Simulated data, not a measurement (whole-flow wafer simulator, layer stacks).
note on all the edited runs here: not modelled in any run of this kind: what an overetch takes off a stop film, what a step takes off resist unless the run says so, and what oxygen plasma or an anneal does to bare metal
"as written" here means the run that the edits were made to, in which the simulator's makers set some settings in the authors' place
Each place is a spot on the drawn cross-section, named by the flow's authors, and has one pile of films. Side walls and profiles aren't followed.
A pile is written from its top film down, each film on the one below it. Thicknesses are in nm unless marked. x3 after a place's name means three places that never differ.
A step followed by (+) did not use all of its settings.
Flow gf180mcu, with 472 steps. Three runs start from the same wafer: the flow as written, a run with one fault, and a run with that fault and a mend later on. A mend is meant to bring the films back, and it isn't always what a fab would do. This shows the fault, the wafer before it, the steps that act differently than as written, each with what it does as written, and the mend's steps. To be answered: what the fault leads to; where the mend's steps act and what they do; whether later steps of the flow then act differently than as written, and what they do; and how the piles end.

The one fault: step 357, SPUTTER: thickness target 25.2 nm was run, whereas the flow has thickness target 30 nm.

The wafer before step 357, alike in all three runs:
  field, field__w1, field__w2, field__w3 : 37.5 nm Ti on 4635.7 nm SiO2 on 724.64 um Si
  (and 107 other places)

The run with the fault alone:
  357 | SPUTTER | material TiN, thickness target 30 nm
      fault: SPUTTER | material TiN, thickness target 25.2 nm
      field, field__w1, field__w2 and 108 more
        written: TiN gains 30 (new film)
        fault: TiN gains 25.2 (new film)
  Steps further on in the flow that do not act as written (1 more step, not shown, differs only slightly: by at most 2% or 0.5 nm, whichever is larger):
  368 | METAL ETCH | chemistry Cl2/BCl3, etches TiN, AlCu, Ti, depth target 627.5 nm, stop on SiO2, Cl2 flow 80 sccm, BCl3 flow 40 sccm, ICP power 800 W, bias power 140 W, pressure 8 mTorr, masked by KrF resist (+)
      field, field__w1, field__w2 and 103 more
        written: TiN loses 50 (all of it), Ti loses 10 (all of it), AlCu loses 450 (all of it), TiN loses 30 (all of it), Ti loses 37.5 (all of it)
        fault: TiN loses 50 (all of it), Ti loses 10 (all of it), AlCu loses 450 (all of it), TiN loses 25.2 (all of it), Ti loses 37.5 (all of it)
  The piles end different from the flow's at field__w8, contact, m1, m1__w1, m1_nw by more than 2% or 0.5 nm, whichever is larger.
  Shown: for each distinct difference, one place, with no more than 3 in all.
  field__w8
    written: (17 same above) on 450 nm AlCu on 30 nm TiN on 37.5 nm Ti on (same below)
    fault: (17 same above) on 450 nm AlCu on 25.2 nm TiN on 37.5 nm Ti on (same below)
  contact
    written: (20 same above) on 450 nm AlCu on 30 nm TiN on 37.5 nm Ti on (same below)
    fault: (20 same above) on 450 nm AlCu on 25.2 nm TiN on 37.5 nm Ti on (same below)

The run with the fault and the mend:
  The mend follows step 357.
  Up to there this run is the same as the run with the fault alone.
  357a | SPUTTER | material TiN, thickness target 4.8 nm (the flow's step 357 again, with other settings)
      field, field__w1, field__w2 and 108 more
        TiN gains 4.8
  Every later step of the flow that is run acts as written at every place that is followed.
  By the end, the piles equal the flow's at every place that both follow.
